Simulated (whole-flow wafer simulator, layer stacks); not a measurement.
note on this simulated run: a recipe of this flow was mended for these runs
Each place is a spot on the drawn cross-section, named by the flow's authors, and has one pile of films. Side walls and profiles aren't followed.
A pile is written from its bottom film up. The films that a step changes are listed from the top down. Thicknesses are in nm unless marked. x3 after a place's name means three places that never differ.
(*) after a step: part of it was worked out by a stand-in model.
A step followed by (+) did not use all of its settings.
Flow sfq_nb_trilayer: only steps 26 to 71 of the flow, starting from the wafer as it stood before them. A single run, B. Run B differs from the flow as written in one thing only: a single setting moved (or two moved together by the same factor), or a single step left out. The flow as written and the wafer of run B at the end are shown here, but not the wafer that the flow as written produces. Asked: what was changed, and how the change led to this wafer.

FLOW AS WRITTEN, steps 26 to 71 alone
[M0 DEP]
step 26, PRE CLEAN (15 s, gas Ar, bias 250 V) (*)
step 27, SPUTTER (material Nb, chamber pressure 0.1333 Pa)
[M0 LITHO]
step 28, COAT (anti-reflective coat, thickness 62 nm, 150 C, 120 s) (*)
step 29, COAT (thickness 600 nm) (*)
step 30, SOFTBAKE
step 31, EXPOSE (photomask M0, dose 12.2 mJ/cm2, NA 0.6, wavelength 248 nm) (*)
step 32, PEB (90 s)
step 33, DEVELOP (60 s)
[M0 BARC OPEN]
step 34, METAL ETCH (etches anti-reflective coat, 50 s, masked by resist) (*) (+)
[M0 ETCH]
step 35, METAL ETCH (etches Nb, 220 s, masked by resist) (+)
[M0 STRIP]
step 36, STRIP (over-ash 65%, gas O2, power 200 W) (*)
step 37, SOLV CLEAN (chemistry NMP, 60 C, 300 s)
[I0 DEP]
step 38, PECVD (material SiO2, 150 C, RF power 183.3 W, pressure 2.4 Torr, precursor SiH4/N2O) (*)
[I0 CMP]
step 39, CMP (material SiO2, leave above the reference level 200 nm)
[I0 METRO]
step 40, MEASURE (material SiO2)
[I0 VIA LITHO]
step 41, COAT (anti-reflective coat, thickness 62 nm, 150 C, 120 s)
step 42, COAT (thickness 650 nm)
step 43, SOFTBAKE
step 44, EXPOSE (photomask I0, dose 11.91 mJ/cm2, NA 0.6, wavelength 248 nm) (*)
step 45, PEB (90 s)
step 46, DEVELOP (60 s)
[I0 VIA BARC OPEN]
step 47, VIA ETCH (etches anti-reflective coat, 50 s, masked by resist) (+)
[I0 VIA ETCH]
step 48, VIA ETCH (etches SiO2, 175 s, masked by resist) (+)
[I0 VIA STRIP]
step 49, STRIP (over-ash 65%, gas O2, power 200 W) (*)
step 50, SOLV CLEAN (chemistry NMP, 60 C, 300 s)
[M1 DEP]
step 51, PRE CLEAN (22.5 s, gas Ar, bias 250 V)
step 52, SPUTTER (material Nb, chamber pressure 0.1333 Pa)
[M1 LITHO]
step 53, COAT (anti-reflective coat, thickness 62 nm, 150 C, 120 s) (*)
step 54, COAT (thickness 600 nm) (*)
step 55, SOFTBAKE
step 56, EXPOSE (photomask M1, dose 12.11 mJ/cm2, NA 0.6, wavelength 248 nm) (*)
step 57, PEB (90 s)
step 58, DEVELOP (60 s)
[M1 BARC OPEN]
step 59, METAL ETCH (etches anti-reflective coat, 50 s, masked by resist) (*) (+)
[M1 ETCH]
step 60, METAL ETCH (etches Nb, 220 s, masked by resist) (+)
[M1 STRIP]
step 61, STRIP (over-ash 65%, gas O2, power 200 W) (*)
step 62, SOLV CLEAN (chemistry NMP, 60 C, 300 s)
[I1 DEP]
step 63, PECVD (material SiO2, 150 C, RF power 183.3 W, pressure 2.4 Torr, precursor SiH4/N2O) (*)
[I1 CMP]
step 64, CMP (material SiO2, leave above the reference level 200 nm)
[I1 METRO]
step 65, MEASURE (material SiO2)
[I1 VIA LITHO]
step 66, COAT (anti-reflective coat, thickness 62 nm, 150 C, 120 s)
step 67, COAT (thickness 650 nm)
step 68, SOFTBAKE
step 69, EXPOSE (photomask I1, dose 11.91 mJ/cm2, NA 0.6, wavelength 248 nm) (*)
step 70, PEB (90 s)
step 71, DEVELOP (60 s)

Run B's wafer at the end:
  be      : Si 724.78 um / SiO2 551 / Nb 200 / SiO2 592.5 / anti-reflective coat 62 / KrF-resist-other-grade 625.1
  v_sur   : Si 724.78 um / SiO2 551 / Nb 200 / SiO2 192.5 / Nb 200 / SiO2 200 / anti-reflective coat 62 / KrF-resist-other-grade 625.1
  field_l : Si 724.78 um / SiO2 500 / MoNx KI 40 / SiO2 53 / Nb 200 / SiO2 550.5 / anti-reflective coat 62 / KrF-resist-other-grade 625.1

The reason: step 26, PRE CLEAN: 21 s was run, though the flow has 15 s.

How this came from the change, step by step:
  step 26, PRE CLEAN (15 s, gas Ar, bias 250 V) (*)
      field_l, v_sur, via_wl and 102 more: SiO2 loses 7 (it would be, as written: SiO2 loses 5)
      l0v: MoNx KI loses 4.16 (it would be, as written: MoNx KI loses 2.91)
